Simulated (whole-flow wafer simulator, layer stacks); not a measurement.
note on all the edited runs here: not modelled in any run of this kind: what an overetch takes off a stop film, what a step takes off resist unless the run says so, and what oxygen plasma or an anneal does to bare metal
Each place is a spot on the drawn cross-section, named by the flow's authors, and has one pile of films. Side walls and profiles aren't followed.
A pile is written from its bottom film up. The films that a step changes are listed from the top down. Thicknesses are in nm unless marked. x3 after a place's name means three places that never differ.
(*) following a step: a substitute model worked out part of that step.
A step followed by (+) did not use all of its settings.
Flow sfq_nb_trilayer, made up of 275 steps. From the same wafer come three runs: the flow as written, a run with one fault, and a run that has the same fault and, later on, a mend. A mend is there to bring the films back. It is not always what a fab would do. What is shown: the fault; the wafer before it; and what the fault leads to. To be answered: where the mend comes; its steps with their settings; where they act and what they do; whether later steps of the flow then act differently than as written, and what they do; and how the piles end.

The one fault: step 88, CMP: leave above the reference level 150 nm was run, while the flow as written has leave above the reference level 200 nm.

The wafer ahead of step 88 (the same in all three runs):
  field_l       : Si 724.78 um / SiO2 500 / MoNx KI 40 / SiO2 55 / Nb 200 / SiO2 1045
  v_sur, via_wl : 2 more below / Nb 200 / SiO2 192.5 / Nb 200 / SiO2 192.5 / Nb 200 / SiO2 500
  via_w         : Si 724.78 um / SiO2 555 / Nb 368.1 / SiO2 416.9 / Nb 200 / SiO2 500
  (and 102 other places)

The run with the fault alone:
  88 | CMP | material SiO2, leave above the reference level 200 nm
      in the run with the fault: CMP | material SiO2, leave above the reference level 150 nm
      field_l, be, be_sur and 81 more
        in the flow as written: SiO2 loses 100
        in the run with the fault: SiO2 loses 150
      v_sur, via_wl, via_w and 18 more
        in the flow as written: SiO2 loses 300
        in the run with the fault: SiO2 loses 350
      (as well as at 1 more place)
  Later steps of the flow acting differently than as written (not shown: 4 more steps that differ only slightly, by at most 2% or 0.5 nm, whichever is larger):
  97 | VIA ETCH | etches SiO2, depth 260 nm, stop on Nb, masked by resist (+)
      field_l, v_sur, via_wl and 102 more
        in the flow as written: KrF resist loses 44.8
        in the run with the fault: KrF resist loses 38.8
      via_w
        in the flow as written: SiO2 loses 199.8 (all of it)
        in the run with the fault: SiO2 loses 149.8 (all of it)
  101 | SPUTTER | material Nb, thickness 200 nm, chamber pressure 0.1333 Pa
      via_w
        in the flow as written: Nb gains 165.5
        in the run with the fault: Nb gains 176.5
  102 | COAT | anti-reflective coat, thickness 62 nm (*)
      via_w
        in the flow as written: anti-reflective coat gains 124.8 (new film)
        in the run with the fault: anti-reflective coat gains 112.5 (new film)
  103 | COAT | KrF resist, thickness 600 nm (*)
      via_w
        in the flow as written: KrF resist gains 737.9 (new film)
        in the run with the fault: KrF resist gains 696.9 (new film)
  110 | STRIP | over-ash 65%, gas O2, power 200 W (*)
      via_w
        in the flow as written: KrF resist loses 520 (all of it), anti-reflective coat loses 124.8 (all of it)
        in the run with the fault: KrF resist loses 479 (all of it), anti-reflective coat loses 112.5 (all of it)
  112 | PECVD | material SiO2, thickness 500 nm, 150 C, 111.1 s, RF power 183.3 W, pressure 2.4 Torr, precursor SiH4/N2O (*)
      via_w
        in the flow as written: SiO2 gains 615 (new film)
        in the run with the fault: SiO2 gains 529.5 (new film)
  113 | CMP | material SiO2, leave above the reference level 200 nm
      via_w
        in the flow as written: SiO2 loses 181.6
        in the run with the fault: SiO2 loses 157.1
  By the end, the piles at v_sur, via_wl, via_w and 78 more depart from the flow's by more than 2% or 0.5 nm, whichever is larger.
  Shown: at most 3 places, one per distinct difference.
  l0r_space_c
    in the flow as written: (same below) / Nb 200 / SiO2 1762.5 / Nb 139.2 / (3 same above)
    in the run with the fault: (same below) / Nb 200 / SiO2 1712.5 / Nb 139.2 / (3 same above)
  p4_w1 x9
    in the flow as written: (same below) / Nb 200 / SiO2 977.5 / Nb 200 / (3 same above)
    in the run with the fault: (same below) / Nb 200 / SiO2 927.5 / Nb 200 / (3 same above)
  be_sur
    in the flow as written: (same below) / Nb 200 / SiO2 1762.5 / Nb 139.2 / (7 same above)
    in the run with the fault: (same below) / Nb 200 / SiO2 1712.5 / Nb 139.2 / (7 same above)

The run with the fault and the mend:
  The mend stands after step 89.
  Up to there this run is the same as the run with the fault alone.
  89a | PECVD | material SiO2, thickness 50 nm, 150 C, 11.11 s, RF power 183.3 W, pressure 2.4 Torr, precursor SiH4/N2O (the flow's step 87, run once more with other settings)
      field_l, v_sur, via_wl and 103 more
        SiO2 gains 50
  Later steps of the flow that are run all act as written at every place that is followed, up to a difference of at most 2% or 0.5 nm, whichever is larger.
  The piles end the same as the flow's at every place that both follow.
